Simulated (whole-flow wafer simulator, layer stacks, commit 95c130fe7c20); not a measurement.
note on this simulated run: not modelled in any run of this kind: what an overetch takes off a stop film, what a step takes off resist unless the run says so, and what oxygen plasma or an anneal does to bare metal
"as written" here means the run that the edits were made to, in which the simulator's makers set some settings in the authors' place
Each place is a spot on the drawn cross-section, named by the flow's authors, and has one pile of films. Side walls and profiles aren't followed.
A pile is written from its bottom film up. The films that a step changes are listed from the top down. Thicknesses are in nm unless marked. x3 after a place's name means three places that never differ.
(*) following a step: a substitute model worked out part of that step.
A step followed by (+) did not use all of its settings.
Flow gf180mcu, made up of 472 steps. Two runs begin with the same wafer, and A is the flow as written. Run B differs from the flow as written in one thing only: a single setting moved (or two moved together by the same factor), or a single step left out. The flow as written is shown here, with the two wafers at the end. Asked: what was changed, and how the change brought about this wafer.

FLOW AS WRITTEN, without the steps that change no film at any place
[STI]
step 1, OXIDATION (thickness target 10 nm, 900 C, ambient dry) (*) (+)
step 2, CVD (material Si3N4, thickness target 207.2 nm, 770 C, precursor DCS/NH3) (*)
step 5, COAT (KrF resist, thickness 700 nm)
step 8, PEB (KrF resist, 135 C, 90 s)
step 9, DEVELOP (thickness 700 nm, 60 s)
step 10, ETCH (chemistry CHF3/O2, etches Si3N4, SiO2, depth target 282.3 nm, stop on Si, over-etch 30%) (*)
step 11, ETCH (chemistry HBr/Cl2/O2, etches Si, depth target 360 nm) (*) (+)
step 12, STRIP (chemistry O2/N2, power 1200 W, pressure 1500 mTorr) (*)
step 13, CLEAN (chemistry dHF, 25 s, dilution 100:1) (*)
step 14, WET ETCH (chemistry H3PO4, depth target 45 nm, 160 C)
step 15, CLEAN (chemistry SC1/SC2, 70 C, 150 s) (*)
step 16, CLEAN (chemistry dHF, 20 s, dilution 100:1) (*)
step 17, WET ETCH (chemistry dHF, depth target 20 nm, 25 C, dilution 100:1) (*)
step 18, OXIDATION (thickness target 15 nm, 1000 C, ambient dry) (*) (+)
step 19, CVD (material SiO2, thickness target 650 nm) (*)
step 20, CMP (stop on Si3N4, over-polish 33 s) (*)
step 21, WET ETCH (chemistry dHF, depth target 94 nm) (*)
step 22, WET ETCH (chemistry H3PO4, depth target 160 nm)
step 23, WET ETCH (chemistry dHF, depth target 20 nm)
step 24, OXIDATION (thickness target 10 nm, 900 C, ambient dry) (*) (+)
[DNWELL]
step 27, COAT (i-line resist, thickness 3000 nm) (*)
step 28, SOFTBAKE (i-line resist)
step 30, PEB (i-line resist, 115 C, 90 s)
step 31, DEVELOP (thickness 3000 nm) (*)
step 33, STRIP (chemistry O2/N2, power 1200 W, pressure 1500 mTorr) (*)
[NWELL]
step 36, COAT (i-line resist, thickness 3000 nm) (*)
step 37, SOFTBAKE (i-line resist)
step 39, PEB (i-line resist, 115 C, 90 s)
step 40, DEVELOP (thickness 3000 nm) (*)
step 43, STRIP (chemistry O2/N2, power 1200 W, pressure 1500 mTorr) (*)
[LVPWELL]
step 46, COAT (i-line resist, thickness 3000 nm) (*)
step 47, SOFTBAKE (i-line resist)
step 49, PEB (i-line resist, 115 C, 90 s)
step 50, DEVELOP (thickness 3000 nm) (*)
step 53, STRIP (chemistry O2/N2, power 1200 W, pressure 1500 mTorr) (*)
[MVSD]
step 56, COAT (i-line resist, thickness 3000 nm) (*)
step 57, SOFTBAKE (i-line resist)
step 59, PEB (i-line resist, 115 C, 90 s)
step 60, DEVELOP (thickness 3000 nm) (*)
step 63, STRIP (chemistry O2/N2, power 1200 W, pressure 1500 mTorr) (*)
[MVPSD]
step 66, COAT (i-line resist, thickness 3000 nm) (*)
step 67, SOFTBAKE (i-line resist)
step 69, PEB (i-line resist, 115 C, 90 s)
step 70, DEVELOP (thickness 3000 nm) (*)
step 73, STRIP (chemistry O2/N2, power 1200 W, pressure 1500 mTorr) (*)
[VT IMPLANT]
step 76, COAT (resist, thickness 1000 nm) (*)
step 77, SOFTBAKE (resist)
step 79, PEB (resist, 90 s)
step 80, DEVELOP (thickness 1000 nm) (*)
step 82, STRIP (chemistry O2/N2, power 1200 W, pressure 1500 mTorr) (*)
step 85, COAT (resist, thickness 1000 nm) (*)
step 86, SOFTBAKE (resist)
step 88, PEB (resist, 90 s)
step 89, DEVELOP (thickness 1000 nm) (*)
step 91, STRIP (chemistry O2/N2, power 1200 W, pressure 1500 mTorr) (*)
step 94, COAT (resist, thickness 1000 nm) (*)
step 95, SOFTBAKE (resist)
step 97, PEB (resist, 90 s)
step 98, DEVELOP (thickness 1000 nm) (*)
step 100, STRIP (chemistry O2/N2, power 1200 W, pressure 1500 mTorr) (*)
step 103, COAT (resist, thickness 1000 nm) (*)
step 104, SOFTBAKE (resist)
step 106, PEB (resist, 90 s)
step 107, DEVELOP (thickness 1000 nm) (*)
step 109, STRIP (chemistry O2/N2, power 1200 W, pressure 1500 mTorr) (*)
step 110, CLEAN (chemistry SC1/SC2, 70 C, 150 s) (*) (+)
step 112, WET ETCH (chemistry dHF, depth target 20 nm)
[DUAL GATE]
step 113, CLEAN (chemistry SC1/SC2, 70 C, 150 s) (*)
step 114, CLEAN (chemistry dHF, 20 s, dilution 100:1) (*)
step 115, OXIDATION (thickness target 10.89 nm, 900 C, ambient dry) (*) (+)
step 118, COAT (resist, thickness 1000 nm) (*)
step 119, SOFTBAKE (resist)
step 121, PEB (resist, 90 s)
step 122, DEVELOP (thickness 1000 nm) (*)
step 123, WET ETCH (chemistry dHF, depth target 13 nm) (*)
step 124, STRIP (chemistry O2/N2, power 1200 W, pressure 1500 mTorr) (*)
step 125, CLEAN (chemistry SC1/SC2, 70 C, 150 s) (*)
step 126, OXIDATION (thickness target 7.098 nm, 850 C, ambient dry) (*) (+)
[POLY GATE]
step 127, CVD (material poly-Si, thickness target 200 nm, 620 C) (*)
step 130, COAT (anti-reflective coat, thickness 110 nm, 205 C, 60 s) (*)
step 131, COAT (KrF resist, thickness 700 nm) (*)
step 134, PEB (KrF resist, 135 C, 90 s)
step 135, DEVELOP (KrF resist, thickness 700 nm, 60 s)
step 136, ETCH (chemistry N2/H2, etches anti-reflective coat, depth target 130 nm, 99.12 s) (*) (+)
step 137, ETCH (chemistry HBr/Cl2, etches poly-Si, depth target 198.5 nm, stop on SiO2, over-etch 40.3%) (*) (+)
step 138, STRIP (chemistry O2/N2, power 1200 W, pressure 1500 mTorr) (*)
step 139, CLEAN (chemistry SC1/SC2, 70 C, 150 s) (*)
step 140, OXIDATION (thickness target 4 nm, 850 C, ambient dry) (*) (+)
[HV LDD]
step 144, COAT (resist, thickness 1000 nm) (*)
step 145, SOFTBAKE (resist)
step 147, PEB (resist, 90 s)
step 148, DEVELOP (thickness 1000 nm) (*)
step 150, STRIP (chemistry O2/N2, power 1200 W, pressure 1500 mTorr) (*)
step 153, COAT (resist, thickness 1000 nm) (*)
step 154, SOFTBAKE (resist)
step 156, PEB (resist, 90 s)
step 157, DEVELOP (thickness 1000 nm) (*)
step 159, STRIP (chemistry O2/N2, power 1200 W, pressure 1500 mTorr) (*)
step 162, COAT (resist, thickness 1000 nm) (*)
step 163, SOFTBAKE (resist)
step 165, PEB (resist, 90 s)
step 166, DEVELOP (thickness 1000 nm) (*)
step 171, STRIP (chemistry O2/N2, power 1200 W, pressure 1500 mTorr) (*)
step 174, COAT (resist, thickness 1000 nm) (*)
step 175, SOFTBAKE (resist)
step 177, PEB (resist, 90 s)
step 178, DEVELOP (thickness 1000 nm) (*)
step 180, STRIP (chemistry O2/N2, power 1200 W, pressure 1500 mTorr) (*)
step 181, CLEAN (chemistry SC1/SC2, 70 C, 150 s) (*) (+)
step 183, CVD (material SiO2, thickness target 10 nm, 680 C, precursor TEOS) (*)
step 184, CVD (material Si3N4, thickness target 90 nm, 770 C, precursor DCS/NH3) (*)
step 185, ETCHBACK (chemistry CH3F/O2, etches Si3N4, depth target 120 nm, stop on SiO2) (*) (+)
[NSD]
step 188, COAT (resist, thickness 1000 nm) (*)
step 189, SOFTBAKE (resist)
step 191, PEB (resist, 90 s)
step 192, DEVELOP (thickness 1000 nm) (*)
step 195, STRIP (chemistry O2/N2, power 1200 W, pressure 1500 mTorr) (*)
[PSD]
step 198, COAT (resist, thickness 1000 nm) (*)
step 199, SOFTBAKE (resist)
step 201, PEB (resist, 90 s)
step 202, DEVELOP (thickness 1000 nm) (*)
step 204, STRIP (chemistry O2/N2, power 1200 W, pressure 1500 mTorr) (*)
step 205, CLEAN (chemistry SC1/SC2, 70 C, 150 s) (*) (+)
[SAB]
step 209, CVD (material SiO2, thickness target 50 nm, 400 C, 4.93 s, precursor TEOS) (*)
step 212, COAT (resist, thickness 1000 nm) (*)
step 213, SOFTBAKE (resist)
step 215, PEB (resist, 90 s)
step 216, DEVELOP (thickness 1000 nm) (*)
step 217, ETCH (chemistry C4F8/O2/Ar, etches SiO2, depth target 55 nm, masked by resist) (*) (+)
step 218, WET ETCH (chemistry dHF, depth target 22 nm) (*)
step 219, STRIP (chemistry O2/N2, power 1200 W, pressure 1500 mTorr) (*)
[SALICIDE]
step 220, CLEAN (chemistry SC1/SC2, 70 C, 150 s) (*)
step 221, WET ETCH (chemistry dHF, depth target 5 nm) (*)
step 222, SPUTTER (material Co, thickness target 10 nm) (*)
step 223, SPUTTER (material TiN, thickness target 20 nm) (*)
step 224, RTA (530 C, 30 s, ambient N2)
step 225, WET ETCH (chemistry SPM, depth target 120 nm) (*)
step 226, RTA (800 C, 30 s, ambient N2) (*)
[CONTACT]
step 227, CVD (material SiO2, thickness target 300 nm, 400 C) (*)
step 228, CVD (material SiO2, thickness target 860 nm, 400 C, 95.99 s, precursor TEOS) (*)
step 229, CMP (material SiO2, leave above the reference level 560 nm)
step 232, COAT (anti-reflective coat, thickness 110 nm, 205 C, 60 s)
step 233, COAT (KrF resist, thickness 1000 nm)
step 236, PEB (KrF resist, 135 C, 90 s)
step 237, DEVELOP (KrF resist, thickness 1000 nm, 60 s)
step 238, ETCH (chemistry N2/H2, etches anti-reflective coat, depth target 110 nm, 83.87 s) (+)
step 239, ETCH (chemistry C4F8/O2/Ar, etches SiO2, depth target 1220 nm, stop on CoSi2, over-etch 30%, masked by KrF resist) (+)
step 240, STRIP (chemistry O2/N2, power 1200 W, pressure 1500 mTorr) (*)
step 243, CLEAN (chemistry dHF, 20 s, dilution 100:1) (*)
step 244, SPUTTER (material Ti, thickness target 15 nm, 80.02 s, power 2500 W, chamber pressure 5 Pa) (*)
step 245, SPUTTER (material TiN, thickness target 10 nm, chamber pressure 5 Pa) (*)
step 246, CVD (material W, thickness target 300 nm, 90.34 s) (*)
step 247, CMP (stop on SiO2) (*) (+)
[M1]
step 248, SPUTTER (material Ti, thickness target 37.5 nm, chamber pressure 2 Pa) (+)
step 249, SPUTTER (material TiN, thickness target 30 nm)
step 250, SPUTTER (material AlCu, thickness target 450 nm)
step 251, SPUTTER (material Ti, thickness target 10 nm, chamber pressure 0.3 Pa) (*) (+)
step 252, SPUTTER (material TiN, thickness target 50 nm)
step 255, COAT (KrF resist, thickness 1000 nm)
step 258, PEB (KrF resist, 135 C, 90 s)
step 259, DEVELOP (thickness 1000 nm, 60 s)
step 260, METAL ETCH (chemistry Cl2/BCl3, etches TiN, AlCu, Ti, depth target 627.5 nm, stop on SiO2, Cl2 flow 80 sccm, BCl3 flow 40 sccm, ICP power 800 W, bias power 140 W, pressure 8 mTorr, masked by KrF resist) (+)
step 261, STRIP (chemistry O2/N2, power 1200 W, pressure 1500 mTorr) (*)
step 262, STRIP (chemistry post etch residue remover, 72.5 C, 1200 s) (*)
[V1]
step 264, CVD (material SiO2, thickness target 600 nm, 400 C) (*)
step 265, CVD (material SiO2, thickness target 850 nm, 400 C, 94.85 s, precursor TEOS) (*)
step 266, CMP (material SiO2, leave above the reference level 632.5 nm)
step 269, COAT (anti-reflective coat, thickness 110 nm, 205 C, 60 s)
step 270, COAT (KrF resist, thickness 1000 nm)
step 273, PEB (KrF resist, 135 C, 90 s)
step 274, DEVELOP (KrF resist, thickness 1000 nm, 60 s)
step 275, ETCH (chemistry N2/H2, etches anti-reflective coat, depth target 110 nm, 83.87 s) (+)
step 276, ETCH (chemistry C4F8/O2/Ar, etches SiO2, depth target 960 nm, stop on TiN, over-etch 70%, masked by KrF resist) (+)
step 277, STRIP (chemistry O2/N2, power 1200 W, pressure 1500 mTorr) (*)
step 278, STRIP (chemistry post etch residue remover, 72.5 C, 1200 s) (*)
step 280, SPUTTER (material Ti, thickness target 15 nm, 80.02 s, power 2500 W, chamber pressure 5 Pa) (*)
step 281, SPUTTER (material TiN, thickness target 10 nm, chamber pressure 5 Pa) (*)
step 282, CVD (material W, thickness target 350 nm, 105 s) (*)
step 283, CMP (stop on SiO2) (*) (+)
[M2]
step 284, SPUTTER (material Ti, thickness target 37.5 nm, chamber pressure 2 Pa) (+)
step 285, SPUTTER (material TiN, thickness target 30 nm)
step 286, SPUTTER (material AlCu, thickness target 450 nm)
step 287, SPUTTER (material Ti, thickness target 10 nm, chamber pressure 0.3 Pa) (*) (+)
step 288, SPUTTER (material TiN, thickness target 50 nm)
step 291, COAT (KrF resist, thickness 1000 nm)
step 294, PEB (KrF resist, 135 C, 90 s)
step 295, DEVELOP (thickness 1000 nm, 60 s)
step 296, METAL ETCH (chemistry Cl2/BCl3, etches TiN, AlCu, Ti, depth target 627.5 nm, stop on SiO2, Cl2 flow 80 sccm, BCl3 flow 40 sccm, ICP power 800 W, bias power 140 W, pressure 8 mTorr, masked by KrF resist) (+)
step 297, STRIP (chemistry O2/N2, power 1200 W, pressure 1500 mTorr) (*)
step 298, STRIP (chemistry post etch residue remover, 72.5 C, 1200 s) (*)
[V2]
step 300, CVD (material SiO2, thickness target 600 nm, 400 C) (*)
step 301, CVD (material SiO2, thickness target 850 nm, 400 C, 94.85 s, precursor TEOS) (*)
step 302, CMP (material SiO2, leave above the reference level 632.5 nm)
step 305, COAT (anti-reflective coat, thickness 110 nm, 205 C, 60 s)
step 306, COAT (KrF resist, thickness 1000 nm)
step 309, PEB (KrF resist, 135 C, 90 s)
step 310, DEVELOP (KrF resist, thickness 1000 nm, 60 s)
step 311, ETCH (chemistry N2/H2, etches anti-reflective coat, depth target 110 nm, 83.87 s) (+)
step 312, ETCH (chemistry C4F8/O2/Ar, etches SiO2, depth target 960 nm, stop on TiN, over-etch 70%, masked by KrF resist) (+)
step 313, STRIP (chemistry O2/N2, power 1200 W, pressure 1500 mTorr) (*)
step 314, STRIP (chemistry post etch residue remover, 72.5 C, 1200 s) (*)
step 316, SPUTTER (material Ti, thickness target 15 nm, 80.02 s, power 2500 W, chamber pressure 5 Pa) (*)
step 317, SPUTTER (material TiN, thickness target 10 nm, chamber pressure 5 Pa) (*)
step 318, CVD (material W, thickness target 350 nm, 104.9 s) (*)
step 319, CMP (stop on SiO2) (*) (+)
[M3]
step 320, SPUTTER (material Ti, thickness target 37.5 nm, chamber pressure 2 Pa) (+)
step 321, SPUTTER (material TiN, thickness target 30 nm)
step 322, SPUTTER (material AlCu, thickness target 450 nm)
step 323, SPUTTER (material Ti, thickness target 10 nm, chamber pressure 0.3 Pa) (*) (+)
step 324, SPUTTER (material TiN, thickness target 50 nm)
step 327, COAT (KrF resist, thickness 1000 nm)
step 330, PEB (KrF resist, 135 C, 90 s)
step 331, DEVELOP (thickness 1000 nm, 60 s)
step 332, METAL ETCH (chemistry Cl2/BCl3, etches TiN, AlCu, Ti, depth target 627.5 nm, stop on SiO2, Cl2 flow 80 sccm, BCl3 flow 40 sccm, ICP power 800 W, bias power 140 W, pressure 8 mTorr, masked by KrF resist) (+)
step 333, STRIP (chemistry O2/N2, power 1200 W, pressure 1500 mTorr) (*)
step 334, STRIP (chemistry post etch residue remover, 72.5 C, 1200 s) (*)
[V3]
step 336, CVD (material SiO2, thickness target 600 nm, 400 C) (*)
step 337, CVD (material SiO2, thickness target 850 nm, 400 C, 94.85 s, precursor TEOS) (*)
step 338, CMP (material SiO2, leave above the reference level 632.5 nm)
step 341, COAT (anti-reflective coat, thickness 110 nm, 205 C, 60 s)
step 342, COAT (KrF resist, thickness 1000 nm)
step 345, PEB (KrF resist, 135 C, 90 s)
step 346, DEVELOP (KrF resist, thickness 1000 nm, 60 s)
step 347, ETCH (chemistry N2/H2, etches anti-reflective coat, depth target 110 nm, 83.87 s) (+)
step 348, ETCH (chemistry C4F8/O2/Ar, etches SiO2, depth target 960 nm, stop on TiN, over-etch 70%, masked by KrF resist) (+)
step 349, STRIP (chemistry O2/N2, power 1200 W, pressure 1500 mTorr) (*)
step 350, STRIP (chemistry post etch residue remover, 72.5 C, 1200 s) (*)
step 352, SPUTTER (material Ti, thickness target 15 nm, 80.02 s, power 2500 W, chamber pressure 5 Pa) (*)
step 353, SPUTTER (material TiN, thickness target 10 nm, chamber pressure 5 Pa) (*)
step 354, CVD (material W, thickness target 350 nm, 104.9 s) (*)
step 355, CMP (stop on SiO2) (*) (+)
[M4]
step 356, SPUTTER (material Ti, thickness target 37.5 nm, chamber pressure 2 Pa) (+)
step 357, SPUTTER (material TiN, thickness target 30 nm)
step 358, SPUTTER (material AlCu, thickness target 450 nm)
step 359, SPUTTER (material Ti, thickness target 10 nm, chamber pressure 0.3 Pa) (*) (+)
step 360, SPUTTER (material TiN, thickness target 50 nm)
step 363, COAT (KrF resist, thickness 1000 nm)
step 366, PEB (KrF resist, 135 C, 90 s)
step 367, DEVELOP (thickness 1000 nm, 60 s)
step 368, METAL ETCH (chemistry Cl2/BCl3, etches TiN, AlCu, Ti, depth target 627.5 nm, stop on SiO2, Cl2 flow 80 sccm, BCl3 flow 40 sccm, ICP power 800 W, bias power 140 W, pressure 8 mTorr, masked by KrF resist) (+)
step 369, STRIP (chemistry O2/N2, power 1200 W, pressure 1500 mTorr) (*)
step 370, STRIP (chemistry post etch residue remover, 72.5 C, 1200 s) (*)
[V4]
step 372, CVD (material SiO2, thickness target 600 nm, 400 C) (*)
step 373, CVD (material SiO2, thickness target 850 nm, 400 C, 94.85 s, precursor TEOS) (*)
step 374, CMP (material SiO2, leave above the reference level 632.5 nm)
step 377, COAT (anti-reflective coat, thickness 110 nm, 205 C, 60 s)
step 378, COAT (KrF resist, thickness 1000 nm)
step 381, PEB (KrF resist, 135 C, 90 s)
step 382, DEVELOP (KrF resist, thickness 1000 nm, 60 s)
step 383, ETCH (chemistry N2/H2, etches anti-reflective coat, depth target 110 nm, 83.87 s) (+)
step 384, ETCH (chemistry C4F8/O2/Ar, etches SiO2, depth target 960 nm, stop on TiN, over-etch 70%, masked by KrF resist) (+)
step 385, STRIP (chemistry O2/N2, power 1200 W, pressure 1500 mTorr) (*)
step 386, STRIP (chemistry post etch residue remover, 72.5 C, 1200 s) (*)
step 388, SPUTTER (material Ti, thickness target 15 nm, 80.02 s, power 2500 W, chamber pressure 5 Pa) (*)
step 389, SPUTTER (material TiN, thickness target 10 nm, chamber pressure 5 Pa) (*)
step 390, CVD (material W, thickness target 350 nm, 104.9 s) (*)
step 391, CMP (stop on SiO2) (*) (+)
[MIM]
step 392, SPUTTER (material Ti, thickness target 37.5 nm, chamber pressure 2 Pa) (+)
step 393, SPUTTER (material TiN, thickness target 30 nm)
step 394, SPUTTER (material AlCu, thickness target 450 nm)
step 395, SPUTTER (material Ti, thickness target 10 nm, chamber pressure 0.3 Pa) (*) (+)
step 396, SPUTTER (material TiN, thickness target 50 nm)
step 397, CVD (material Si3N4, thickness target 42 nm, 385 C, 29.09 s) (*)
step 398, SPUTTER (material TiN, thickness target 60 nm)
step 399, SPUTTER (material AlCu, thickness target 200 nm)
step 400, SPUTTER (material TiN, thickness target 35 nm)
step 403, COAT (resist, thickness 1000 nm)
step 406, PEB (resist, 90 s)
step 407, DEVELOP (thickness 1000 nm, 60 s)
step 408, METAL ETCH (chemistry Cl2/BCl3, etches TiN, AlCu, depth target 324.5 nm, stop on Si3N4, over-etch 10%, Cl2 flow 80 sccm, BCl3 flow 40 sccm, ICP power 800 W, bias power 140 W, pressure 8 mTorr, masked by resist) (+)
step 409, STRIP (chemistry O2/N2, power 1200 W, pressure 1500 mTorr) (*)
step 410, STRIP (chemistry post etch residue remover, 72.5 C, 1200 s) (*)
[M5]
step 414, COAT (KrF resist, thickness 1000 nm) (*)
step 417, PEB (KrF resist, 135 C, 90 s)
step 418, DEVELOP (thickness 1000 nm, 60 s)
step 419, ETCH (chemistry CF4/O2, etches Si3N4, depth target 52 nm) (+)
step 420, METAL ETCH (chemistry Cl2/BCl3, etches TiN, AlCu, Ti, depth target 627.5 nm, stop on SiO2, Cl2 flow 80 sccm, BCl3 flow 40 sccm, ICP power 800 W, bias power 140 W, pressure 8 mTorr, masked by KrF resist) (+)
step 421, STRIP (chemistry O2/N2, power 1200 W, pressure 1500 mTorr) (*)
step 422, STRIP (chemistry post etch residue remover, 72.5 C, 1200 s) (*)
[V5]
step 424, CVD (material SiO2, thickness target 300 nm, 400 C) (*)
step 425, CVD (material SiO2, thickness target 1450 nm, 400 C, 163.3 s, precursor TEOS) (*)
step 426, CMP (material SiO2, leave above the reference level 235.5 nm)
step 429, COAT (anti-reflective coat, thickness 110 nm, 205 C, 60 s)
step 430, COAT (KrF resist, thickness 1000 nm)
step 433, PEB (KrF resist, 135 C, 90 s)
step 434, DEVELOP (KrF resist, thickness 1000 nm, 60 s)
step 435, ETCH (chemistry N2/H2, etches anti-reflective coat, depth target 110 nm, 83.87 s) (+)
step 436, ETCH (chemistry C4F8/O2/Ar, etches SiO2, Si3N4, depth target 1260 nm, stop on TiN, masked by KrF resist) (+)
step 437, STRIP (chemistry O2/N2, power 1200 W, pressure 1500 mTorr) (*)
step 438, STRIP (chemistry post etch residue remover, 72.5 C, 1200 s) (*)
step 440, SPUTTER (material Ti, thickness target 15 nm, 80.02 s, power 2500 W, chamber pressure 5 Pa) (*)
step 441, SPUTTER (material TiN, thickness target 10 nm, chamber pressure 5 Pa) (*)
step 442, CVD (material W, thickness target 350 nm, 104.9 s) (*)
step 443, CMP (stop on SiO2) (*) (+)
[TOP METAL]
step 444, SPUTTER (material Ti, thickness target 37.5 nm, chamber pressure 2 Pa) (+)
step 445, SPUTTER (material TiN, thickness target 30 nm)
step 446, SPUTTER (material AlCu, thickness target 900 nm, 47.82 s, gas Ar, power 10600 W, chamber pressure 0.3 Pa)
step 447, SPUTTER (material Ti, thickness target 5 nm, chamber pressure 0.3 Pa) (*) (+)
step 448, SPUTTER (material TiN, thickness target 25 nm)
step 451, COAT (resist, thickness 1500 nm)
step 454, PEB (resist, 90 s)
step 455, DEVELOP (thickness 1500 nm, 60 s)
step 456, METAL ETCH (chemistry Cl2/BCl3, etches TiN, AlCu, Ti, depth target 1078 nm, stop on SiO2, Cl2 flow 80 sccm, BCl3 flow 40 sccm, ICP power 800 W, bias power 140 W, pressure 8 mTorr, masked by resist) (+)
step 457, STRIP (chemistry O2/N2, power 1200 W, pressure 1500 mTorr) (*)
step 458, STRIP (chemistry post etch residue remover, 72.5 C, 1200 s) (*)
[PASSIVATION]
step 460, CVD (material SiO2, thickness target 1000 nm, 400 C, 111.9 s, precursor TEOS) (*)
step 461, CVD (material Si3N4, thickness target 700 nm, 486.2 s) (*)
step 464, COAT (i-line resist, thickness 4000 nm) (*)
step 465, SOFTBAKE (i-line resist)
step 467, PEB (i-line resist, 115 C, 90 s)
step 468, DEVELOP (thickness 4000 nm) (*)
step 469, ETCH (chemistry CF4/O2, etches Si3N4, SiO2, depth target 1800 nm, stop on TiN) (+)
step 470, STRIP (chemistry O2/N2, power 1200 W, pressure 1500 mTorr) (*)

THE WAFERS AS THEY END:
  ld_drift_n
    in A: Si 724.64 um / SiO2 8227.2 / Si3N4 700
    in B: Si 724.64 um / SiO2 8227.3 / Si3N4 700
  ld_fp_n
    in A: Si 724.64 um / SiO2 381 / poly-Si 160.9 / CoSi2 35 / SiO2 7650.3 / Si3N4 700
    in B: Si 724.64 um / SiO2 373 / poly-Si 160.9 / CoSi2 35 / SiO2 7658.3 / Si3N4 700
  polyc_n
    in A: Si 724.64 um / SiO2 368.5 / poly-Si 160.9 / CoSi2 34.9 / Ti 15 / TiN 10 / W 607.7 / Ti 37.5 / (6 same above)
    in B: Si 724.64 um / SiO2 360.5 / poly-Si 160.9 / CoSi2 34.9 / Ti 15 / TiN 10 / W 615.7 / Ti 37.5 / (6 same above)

The reason: step 23, WET ETCH: depth target 26.18 nm was run, while the flow as written has depth target 20 nm.

The path from the change to this, step by step:
  step 23, WET ETCH (chemistry dHF, depth target 20 nm)
      field, field_sub, sti and 34 more: A -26 SiO2 | B -34 SiO2
  step 28, SOFTBAKE (i-line resist)
      field: A +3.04 i-line resist | B +2.32 i-line resist
      field_sub: A +2.58 i-line resist | B +1.96 i-line resist
      (and at 33 other places as well)
  step 37, SOFTBAKE (i-line resist)
      field: A +3.04 i-line resist | B +2.32 i-line resist
      field_sub: A +2.58 i-line resist | B +1.96 i-line resist
      (and at 33 other places as well)
  step 47, SOFTBAKE (i-line resist)
      field: A +3.04 i-line resist | B +2.32 i-line resist
      field_sub: A +2.58 i-line resist | B +1.96 i-line resist
      (and at 33 other places as well)
  step 57, SOFTBAKE (i-line resist)
      field: A +3.04 i-line resist | B +2.32 i-line resist
      field_sub: A +2.58 i-line resist | B +1.96 i-line resist
      (and at 33 other places as well)
  step 67, SOFTBAKE (i-line resist)
      field: A +3.04 i-line resist | B +2.32 i-line resist
      field_sub: A +2.58 i-line resist | B +1.96 i-line resist
      (and at 33 other places as well)
  step 130, COAT (anti-reflective coat, thickness 110 nm, 205 C, 60 s) (*)
      p_well, spacer, sd_n: A +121 anti-reflective coat (new film) | B +113.3 anti-reflective coat (new film)
      field__w1: A +99.6 anti-reflective coat (new film) | B +104.3 anti-reflective coat (new film)
      (and at 62 other places as well)
  step 136, ETCH (chemistry N2/H2, etches anti-reflective coat, depth target 130 nm, 99.12 s) (*) (+)
      p_well, spacer, sd_n: A -121 anti-reflective coat (all of it), -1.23 poly-Si | B -113.3 anti-reflective coat (all of it), -1.43 poly-Si
      field__w1: A -99.6 anti-reflective coat (all of it), -1.78 poly-Si | B -104.3 anti-reflective coat (all of it), -1.66 poly-Si
      (and at 44 other places as well)
  step 138, STRIP (chemistry O2/N2, power 1200 W, pressure 1500 mTorr) (*)
      gate: A +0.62 chemical SiO2 (new film), -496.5 KrF resist (all of it), -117 anti-reflective coat (all of it), -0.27 poly-Si | B +0.62 chemical SiO2 (new film), -496 KrF resist (all of it), -113.5 anti-reflective coat (all of it), -0.27 poly-Si
      gate_p: A +0.62 chemical SiO2 (new film), -496.2 KrF resist (all of it), -117 anti-reflective coat (all of it), -0.27 poly-Si | B +0.62 chemical SiO2 (new film), -495.9 KrF resist (all of it), -113.4 anti-reflective coat (all of it), -0.27 poly-Si
      (and at 16 other places as well)
  step 145, SOFTBAKE (resist)
      field: A nothing | B +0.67 resist
  step 154, SOFTBAKE (resist)
      field: A nothing | B +0.67 resist
  step 163, SOFTBAKE (resist)
      field: A nothing | B +0.67 resist
  step 175, SOFTBAKE (resist)
      field: A nothing | B +0.67 resist
  step 189, SOFTBAKE (resist)
      nw_enc_fld_lv__w3: A +0.35 resist | B -0.53 resist
      active_hv: A +0.78 resist | B +0.16 resist
  step 199, SOFTBAKE (resist)
      nw_enc_fld_lv__w3: A +0.35 resist | B -0.53 resist
      active_hv: A +0.78 resist | B +0.16 resist
  step 218, WET ETCH (chemistry dHF, depth target 22 nm) (*)
      sd_p_hv: A -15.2 SiO2 (all of it) | B -16 SiO2 (all of it)
  ... 2 further steps ...
  step 229, CMP (material SiO2, leave above the reference level 560 nm)
      ldn_sep__w1, ldn_sep__w2, ldn_dft and 8 more: A -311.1 SiO2 | B -303.1 SiO2
      sti, mim_1p0, pad, dice_street, iso_nw_fld, iso_fld_sub: A -297 SiO2 | B -289 SiO2
      (and at 38 other places as well)
